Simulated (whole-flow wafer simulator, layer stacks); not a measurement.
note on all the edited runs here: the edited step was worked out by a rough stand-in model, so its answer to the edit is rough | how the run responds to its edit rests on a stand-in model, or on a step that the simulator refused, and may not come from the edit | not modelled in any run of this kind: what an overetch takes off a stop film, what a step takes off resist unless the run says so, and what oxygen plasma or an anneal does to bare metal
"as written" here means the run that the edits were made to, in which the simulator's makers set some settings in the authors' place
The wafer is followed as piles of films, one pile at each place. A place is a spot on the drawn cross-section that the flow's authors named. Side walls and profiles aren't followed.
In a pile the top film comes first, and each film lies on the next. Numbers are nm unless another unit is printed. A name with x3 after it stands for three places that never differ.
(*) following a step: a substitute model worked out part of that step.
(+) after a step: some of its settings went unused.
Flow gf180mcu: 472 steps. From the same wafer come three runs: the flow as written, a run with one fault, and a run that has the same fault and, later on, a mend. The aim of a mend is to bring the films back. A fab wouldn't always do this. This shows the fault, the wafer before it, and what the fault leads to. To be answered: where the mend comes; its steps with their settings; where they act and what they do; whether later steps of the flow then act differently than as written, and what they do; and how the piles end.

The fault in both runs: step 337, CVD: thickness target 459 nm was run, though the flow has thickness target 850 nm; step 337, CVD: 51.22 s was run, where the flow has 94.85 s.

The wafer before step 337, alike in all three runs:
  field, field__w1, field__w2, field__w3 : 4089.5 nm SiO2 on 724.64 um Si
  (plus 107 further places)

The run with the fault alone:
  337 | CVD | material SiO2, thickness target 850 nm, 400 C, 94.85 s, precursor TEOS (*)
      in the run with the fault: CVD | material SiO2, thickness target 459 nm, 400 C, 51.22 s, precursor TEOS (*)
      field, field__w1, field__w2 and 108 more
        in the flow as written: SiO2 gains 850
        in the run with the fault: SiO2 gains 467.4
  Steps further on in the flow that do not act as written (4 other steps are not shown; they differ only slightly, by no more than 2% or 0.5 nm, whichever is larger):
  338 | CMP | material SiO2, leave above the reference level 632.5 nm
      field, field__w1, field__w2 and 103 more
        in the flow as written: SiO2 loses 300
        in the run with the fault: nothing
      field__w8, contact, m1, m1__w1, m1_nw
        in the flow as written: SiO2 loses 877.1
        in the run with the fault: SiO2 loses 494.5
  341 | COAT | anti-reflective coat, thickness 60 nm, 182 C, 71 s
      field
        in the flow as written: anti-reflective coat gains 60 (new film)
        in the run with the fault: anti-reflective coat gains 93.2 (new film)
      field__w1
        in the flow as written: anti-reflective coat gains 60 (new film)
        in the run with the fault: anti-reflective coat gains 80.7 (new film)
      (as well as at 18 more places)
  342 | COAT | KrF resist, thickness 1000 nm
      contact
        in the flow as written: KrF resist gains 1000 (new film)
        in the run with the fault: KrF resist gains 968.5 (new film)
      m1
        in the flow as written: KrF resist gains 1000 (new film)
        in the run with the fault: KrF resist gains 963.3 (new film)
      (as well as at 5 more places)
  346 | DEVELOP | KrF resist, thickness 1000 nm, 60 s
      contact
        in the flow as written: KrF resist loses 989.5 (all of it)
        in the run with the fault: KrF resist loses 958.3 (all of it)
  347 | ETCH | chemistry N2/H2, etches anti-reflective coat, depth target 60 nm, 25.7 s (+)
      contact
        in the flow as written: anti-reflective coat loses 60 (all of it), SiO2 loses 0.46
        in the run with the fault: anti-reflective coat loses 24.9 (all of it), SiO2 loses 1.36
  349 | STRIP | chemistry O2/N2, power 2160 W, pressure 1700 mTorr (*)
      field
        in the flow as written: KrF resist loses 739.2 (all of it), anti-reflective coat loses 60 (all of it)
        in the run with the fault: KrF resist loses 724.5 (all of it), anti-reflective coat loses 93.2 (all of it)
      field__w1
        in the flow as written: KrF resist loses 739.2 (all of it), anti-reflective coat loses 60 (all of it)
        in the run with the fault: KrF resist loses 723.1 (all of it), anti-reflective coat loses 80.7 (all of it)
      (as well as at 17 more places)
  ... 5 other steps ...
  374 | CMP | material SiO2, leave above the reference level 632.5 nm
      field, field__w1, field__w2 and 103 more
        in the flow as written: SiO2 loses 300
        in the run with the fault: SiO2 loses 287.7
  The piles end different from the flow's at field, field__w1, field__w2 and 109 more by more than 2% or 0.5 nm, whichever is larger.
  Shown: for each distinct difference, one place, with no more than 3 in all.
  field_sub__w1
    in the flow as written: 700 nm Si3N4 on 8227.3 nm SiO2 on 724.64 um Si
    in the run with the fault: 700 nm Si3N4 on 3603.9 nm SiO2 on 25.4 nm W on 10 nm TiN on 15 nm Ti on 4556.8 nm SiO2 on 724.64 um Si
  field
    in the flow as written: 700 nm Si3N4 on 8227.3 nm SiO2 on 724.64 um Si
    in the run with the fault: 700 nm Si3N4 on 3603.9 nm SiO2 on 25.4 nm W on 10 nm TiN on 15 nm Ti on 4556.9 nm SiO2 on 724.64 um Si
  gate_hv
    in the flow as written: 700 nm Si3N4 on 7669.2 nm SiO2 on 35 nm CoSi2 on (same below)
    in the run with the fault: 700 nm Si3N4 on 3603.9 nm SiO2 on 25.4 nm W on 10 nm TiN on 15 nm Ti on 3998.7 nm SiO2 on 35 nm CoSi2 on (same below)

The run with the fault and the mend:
  The mend stands after step 337.
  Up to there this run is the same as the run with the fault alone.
  337a | CVD | material SiO2, thickness target 391 nm, 400 C, 43.63 s, precursor TEOS (*) (the flow's step 337, run once more with other settings)
      field, field__w1, field__w2 and 108 more
        SiO2 gains 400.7
  Steps further on in the flow that do not act as written:
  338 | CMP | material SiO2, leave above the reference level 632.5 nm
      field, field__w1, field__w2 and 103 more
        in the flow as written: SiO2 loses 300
        in the run with the mend: SiO2 loses 318.1
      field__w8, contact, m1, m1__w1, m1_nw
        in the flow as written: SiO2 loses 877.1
        in the run with the mend: SiO2 loses 895.2
  By the end, the piles equal the flow's at every place that both follow.
